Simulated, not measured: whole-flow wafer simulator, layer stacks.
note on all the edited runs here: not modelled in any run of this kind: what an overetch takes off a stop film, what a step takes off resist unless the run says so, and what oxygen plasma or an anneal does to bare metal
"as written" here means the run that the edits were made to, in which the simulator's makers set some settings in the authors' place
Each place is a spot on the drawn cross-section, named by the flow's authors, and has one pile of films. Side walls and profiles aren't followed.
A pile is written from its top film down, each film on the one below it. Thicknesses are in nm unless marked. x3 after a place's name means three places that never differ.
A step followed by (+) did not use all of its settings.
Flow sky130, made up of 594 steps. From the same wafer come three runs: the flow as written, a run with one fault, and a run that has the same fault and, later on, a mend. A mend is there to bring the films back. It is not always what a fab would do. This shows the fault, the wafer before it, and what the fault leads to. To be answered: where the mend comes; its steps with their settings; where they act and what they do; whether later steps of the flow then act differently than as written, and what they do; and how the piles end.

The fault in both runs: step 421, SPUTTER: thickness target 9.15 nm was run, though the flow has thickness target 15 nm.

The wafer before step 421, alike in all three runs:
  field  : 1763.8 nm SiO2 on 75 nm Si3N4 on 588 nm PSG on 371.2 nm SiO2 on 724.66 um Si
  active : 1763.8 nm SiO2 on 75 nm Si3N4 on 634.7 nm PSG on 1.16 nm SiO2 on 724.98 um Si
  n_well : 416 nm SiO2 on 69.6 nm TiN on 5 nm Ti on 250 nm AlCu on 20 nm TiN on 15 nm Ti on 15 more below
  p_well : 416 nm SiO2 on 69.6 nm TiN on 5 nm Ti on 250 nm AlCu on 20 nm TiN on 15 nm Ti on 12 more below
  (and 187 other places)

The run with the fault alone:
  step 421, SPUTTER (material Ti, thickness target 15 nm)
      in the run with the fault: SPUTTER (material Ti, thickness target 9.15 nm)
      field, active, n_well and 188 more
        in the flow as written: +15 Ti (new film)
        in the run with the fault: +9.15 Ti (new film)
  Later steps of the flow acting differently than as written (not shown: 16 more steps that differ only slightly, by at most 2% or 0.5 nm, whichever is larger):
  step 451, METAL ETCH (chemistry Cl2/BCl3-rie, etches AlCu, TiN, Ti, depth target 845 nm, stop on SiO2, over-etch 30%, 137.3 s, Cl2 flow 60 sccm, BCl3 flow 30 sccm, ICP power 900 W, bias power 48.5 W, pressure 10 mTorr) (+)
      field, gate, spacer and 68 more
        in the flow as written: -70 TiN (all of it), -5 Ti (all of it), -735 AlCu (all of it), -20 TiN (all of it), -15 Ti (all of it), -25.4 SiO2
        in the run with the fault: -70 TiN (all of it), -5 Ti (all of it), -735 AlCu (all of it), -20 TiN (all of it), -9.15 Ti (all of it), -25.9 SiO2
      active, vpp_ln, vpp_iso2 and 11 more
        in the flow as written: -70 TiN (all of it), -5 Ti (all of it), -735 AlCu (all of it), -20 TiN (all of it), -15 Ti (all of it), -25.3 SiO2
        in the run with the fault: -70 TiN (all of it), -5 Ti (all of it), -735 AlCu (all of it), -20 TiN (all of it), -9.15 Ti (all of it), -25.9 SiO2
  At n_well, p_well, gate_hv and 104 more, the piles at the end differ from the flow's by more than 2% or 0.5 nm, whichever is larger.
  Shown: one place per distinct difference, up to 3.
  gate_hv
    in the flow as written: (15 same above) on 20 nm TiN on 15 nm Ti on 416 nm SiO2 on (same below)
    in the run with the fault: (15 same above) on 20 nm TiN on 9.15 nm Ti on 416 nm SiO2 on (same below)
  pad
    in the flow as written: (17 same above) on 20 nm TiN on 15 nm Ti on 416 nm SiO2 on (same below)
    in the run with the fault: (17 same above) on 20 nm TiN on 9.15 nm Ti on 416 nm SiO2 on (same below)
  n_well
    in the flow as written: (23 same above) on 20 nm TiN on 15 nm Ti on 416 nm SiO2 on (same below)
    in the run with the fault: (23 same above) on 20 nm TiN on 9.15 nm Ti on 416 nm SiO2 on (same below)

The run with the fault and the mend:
  After step 421 comes the mend.
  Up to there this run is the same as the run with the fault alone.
  step 421a, SPUTTER (material Ti, thickness target 5.85 nm) (a further turn of the flow's step 421, with different settings)
      field, active, n_well and 188 more
        +5.85 Ti
  Every later step of the flow that is run acts as written at every place that is followed.
  At every place that both follow, the piles at the end match the flow's.
